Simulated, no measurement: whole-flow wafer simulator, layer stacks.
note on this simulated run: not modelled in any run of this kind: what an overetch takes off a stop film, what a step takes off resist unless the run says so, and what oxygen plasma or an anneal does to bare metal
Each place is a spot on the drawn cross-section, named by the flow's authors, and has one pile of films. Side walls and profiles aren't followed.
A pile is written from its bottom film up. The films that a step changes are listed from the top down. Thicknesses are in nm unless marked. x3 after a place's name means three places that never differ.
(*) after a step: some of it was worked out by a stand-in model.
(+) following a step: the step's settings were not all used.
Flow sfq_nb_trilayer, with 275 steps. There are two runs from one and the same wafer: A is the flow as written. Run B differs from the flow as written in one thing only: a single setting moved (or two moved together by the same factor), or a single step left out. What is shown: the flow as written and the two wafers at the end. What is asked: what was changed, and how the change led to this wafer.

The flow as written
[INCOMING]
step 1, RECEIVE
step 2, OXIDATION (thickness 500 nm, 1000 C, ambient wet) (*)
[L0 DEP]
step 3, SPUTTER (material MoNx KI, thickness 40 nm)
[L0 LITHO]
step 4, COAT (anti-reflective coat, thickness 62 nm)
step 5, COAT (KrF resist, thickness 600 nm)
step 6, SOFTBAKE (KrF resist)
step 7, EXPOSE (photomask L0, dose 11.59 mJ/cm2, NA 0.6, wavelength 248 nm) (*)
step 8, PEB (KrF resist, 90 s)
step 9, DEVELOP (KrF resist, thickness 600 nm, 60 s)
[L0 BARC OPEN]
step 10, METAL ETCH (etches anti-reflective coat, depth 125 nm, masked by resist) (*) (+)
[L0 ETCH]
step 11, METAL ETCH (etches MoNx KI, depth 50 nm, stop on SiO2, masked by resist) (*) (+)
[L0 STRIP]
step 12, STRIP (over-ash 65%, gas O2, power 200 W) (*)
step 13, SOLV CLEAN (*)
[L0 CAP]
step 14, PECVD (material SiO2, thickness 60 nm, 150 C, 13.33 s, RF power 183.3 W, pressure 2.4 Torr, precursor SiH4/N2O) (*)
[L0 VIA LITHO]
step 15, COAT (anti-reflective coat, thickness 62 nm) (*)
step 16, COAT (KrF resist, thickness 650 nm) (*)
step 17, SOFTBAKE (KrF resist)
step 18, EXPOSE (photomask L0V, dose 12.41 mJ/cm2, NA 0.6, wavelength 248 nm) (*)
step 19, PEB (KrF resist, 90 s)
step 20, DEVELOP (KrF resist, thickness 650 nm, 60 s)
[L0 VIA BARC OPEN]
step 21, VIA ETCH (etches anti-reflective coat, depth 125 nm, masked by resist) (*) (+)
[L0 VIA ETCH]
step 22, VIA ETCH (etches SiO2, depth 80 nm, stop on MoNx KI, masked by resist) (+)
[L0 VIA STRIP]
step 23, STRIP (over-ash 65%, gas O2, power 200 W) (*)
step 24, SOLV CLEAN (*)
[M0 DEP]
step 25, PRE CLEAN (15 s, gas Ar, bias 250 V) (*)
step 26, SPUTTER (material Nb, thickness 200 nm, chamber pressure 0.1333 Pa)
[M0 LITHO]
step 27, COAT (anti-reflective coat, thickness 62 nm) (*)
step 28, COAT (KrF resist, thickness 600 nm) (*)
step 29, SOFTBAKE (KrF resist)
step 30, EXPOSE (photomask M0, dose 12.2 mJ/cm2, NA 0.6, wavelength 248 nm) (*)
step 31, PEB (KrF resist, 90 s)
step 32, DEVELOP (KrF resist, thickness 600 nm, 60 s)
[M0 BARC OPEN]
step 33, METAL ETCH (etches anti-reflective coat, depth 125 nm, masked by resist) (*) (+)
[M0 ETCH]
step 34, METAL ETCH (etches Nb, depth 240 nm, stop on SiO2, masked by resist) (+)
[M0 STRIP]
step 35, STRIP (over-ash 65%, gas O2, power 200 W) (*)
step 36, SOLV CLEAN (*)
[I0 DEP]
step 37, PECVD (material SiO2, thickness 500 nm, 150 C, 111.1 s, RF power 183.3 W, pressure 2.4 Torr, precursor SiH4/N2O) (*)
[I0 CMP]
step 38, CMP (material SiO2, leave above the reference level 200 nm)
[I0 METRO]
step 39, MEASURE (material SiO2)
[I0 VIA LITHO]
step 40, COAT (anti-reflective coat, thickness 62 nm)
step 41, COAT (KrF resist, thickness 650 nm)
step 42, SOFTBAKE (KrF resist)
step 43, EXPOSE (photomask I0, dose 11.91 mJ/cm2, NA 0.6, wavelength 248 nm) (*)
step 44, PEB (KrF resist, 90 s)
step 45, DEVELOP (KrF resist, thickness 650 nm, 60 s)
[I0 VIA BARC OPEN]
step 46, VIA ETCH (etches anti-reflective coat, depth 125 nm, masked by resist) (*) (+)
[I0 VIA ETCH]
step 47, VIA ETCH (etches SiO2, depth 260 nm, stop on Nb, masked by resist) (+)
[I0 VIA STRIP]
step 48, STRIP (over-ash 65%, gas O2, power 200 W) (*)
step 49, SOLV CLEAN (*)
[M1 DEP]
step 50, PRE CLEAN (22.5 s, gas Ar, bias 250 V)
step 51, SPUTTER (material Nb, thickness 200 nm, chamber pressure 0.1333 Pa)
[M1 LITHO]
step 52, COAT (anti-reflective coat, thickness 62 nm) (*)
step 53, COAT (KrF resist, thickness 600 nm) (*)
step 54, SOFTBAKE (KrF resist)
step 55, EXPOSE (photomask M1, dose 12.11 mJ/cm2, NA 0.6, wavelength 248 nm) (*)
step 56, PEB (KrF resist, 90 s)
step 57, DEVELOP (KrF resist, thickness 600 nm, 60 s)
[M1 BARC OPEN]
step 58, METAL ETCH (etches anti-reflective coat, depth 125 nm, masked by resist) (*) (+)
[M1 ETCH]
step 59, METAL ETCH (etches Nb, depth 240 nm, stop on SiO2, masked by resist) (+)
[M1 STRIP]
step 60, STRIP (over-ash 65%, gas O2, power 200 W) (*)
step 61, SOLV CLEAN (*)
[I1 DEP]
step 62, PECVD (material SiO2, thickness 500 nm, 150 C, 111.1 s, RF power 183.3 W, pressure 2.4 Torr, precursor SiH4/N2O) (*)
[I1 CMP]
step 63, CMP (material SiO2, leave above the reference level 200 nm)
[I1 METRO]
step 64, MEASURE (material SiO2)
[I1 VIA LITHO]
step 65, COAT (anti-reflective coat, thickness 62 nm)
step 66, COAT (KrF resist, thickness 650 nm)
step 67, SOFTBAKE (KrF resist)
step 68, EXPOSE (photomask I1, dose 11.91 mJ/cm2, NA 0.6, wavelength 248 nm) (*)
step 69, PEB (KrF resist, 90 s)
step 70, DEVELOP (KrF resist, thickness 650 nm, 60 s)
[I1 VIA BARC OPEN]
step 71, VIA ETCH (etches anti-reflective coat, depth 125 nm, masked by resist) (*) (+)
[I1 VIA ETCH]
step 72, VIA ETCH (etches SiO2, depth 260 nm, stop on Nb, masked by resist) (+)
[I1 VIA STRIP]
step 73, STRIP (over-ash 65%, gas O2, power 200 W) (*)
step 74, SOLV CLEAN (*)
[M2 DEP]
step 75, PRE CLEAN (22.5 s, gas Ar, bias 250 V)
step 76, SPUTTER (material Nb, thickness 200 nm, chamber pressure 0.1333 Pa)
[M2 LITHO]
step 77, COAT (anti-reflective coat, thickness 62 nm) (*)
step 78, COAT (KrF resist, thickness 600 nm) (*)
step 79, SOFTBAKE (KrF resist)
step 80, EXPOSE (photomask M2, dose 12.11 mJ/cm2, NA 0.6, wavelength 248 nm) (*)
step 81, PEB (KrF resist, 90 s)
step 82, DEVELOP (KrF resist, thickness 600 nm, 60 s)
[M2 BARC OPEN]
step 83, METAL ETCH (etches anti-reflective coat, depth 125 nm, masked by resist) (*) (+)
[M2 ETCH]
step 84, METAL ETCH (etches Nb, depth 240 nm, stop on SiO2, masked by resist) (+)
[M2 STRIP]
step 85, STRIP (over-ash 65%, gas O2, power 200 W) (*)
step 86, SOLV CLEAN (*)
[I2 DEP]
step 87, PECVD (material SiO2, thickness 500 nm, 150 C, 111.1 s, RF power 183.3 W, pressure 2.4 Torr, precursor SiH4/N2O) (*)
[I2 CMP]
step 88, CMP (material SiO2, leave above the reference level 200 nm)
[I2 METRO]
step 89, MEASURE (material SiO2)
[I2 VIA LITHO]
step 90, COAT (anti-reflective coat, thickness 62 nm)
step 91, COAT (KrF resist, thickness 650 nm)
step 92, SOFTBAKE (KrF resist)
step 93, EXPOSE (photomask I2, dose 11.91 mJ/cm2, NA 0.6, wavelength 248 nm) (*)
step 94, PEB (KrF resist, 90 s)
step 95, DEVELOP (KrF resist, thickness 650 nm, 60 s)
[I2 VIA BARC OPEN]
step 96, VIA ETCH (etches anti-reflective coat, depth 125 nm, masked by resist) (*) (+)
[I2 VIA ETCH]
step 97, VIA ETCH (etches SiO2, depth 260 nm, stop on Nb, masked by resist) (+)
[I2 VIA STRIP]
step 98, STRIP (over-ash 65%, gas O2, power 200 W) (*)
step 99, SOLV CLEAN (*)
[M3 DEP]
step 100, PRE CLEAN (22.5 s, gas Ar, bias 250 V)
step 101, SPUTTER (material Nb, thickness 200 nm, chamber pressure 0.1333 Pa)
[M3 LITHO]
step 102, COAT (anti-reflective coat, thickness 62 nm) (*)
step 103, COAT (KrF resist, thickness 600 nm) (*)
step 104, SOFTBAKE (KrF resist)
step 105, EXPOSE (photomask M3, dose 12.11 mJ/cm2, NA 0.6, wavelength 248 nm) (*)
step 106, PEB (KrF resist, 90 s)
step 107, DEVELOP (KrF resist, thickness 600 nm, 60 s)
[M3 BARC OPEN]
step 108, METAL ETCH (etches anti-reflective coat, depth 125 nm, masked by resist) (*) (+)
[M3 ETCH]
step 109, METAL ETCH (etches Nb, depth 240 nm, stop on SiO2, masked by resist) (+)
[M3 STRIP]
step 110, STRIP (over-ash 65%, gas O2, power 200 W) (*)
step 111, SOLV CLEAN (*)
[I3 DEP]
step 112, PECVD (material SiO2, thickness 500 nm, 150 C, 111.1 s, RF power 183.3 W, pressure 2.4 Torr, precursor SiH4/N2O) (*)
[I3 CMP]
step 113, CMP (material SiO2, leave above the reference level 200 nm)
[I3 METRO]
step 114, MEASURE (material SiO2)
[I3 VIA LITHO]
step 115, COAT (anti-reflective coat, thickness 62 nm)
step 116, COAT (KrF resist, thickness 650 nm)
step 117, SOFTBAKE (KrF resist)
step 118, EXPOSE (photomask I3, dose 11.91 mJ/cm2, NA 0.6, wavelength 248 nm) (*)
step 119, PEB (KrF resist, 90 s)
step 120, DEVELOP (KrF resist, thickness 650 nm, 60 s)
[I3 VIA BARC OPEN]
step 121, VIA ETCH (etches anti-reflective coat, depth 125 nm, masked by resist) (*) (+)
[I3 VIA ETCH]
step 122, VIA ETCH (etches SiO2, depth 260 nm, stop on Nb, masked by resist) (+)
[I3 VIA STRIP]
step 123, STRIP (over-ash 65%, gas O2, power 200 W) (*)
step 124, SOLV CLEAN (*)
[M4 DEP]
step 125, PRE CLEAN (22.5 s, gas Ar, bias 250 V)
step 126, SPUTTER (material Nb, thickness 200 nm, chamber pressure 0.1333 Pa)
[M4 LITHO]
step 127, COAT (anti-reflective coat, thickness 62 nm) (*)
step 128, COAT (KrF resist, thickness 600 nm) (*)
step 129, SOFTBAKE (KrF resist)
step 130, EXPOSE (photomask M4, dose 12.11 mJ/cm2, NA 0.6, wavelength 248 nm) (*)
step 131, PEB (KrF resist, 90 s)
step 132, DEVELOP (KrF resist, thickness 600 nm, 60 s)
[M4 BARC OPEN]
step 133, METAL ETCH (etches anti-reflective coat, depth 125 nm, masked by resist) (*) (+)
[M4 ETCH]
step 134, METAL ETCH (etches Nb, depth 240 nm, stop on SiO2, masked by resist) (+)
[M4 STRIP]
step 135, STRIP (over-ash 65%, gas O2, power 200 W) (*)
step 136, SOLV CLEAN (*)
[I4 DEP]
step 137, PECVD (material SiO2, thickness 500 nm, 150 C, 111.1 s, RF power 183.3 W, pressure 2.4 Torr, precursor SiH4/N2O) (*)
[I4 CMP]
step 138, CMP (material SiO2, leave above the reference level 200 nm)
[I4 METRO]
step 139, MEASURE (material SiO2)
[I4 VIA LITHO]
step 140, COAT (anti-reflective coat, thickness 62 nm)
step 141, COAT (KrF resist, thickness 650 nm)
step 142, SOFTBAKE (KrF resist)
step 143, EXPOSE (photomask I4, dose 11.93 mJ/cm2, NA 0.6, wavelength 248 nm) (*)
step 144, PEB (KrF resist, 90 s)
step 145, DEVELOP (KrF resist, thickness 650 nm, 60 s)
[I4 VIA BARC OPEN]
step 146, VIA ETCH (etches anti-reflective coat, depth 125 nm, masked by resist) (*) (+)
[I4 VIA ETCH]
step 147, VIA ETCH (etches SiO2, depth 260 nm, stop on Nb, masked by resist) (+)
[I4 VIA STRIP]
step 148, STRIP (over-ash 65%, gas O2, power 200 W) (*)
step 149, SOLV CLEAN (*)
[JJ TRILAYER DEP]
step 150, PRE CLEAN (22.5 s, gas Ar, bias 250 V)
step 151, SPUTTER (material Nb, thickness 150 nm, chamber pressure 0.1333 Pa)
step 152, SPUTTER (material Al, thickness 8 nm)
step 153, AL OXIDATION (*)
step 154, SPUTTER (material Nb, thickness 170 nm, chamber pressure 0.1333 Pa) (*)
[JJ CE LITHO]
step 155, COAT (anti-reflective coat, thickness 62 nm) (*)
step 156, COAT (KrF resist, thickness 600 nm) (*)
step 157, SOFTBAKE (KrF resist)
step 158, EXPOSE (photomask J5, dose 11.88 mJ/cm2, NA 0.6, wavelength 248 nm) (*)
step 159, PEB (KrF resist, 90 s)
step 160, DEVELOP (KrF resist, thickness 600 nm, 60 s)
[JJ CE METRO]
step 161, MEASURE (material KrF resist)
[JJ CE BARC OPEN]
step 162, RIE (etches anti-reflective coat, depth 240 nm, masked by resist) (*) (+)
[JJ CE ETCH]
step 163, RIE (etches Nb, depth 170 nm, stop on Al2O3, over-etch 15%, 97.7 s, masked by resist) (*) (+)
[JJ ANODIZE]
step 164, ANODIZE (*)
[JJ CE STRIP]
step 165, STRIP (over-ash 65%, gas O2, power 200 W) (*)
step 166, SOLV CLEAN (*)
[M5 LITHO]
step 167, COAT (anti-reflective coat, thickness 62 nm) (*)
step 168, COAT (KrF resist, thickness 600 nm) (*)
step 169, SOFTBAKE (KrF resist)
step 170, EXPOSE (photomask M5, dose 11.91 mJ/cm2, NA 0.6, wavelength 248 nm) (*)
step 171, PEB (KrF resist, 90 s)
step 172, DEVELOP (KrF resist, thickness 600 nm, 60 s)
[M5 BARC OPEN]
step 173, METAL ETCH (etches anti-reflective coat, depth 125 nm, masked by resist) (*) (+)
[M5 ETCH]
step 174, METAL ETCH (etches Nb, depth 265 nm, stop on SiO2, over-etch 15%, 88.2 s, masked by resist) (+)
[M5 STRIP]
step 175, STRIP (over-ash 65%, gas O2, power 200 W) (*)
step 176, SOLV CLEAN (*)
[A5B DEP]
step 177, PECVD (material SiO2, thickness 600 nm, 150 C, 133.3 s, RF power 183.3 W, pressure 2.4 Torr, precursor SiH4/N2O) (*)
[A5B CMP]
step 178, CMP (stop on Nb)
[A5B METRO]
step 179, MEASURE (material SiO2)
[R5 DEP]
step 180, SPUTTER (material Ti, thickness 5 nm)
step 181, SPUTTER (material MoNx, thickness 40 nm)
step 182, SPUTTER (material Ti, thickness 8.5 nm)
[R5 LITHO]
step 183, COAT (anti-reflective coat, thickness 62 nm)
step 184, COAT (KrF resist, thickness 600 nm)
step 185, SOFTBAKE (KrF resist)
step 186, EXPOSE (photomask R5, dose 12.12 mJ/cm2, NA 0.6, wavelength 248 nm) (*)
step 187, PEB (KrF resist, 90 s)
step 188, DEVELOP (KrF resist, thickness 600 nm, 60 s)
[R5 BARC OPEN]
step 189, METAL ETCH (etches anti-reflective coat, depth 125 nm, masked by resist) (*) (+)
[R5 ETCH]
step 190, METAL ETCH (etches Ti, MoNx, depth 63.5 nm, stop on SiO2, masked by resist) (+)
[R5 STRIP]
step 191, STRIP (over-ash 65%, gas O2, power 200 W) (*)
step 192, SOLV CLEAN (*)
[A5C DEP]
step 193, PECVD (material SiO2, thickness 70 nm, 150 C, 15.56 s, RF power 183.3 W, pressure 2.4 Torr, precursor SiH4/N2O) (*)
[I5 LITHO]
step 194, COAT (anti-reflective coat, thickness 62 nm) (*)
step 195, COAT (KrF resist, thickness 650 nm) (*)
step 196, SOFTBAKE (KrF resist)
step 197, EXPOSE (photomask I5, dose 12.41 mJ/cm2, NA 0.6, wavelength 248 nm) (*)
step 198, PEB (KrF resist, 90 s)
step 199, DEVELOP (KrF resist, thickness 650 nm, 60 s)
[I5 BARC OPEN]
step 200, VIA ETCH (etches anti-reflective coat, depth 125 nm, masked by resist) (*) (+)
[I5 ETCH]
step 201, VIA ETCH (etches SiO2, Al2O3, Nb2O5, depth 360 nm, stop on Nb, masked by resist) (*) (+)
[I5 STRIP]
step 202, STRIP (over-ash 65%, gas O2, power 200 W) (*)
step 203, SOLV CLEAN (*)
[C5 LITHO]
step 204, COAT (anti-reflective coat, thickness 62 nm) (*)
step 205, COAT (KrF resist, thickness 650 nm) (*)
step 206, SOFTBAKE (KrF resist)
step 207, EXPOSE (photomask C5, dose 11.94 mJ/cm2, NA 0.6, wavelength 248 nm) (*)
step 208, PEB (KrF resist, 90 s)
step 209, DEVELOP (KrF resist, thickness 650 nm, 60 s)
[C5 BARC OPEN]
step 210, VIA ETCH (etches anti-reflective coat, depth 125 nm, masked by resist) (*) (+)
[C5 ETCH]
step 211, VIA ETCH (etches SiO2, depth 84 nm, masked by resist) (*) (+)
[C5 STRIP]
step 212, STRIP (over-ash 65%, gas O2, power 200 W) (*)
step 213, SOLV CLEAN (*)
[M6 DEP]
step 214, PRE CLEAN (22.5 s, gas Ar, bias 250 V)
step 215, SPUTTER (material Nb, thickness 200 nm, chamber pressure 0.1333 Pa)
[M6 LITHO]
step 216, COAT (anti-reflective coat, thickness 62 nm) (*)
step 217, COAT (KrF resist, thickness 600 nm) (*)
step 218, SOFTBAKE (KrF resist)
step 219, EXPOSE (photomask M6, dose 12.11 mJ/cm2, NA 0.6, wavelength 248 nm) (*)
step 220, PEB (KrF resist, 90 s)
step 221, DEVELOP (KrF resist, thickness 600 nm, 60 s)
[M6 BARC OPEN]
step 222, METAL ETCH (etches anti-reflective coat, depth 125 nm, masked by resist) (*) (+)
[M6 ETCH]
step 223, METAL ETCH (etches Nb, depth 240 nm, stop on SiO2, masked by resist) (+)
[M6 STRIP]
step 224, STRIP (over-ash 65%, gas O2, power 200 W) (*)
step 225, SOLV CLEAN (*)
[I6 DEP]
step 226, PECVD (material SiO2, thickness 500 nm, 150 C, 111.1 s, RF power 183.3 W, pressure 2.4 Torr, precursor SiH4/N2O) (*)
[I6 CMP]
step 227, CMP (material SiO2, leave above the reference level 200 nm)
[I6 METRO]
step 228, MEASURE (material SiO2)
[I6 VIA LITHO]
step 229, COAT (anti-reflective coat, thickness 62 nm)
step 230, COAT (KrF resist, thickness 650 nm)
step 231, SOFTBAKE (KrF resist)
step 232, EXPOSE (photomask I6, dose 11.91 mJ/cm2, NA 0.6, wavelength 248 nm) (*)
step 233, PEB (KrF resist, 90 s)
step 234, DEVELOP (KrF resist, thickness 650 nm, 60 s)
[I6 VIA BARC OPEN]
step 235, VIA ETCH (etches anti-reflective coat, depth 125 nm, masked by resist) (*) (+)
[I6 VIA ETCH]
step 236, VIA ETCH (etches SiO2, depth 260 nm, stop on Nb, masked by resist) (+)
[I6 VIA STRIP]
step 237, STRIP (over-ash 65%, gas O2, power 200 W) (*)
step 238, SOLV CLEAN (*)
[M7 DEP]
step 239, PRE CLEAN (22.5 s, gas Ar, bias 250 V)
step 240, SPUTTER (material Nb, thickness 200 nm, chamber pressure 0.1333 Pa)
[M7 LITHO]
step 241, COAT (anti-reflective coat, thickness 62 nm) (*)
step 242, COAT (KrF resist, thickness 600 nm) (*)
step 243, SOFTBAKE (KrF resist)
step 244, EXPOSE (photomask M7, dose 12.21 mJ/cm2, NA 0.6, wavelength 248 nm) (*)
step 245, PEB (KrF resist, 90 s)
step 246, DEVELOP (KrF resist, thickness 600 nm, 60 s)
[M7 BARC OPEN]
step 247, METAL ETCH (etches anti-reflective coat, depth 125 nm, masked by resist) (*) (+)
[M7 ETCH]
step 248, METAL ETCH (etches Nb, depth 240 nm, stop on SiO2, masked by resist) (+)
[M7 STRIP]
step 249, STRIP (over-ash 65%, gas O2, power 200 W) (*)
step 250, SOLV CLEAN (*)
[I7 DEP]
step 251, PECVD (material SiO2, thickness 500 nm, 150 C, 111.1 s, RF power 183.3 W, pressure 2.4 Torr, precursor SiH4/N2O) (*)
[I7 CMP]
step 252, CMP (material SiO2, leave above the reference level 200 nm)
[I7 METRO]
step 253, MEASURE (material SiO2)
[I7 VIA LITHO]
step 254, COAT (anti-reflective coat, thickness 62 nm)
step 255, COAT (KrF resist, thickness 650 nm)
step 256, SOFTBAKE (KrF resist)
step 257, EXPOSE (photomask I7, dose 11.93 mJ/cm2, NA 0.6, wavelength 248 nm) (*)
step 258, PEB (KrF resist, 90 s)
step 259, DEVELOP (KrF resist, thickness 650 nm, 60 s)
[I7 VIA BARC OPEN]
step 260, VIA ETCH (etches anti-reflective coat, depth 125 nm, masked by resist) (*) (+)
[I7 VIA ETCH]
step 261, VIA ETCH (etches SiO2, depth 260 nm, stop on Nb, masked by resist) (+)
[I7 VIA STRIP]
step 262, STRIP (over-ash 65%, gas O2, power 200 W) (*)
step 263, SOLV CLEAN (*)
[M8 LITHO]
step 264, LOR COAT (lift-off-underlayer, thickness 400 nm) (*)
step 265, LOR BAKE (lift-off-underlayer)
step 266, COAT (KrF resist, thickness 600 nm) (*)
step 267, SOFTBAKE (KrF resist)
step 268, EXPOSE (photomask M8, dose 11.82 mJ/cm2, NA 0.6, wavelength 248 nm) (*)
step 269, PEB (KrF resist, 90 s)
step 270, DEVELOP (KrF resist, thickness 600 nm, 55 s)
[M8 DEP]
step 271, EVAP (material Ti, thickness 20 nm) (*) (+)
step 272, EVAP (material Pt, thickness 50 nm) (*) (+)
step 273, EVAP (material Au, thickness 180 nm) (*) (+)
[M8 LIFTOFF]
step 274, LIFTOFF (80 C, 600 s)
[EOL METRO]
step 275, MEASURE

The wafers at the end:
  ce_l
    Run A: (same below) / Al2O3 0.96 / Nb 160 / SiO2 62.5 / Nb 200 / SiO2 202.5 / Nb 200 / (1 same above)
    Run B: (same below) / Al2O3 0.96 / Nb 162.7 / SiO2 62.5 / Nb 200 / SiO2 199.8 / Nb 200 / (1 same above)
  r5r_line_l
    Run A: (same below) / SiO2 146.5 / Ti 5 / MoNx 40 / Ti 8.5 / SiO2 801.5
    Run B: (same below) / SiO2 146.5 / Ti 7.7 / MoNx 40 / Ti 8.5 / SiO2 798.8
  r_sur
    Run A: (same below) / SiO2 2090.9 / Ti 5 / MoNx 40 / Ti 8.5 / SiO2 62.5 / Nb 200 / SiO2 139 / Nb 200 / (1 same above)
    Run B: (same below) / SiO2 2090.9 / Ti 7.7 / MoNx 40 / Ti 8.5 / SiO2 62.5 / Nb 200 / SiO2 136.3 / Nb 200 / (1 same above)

Cause: step 180, SPUTTER: thickness 7.7 nm was run, though the flow has thickness 5 nm.
The wafer lets one read it off: r5r_line_l has Ti 7.7, and step 180 as written asks for 5 nm.

How this came from the change, step by step:
  step 180, SPUTTER (material Ti, thickness 5 nm)
      field_l, v_sur, via_wl and 103 more: A +5 Ti (new film) | B +7.7 Ti (new film)
  step 190, METAL ETCH (etches Ti, MoNx, depth 63.5 nm, stop on SiO2, masked by resist) (+)
      field_l, v_sur, via_wl and 92 more: A -8.5 Ti (all of it), -40 MoNx (all of it), -5 Ti (all of it) | B -8.5 Ti (all of it), -40 MoNx (all of it), -7.7 Ti (all of it)
      ce_l, c5j, ce_r, wl_jj: A -8.5 Ti (all of it), -40 MoNx (all of it), -5 Ti (all of it), -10 Nb | B -8.5 Ti (all of it), -40 MoNx (all of it), -7.7 Ti (all of it), -7.3 Nb
  step 194, COAT (anti-reflective coat, thickness 62 nm) (*)
      ce_r: A +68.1 anti-reflective coat (new film) | B +66.7 anti-reflective coat (new film)
  step 202, STRIP (over-ash 65%, gas O2, power 200 W) (*)
      ce_r: A -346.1 KrF resist (all of it), -68.1 anti-reflective coat (all of it) | B -345.8 KrF resist (all of it), -66.7 anti-reflective coat (all of it)
  step 204, COAT (anti-reflective coat, thickness 62 nm) (*)
      ce_r: A +67.2 anti-reflective coat (new film) | B +65.8 anti-reflective coat (new film)
  step 212, STRIP (over-ash 65%, gas O2, power 200 W) (*)
      ce_r: A -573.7 KrF resist (all of it), -67.2 anti-reflective coat (all of it) | B -573.7 KrF resist (all of it), -65.8 anti-reflective coat (all of it)
